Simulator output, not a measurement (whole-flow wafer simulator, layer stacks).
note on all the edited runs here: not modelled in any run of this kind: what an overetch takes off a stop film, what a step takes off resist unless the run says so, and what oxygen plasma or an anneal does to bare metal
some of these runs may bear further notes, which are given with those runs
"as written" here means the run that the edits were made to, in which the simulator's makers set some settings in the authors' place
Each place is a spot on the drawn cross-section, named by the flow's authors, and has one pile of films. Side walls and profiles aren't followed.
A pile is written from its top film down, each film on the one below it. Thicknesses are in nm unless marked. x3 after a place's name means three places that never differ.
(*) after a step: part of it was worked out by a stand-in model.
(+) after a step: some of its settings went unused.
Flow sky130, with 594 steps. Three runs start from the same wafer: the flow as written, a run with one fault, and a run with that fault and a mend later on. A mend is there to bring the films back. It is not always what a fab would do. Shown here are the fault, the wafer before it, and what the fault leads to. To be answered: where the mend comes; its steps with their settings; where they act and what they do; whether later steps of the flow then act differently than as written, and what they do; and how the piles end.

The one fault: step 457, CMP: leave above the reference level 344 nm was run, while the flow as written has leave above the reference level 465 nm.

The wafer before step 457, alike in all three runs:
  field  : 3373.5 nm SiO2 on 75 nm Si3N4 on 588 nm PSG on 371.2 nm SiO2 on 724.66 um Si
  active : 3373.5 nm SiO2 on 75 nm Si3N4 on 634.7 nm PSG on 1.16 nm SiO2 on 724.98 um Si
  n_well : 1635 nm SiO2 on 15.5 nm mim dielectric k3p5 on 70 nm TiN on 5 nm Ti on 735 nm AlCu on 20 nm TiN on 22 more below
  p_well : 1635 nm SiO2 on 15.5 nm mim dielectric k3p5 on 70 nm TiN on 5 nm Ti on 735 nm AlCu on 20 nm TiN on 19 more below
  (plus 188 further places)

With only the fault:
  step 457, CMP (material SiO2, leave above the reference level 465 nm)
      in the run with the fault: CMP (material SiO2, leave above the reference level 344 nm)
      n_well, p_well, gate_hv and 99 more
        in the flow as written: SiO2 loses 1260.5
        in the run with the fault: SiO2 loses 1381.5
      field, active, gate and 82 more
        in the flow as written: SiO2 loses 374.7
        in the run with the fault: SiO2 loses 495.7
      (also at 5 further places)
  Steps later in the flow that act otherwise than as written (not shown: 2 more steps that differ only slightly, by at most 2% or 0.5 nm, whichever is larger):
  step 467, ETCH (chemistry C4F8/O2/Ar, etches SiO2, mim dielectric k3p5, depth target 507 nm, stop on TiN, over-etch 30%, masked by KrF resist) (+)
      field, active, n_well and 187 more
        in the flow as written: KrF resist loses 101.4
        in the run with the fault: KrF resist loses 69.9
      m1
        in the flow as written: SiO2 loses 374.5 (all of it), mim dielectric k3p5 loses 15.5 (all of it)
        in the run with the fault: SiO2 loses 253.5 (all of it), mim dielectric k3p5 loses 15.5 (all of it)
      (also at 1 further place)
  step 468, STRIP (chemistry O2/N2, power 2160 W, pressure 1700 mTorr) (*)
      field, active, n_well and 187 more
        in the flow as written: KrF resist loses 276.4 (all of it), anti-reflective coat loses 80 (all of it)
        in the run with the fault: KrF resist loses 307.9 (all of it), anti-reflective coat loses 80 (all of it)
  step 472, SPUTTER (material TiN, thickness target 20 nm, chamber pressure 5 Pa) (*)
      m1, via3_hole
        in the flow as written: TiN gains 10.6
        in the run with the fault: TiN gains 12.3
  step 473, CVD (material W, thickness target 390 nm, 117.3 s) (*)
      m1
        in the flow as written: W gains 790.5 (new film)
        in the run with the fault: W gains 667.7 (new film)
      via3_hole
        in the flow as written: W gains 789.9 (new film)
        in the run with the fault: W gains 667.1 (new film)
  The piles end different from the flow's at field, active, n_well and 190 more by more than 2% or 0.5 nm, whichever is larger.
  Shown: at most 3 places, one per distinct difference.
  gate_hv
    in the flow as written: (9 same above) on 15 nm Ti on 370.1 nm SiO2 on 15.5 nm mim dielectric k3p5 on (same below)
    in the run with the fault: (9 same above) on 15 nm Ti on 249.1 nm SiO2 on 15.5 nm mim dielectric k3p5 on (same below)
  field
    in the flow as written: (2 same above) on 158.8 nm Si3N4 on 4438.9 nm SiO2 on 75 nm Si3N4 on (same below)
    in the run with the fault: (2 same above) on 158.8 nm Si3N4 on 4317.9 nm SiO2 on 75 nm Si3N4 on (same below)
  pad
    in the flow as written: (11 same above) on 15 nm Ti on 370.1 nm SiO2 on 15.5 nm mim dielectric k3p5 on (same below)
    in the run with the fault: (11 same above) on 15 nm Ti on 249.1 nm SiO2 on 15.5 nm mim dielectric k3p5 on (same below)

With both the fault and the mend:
  After step 457 comes the mend.
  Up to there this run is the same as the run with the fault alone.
  step 457a, HDPCVD (thickness target 121 nm) (*) (a further turn of the flow's step 456, with different settings)
      field, active, n_well and 189 more
        SiO2 gains 121
  Every later step of the flow that is run acts as written, at every place that is followed, to within 2% or 0.5 nm, whichever is larger.
  The piles end the same as the flow's at every place that both follow.
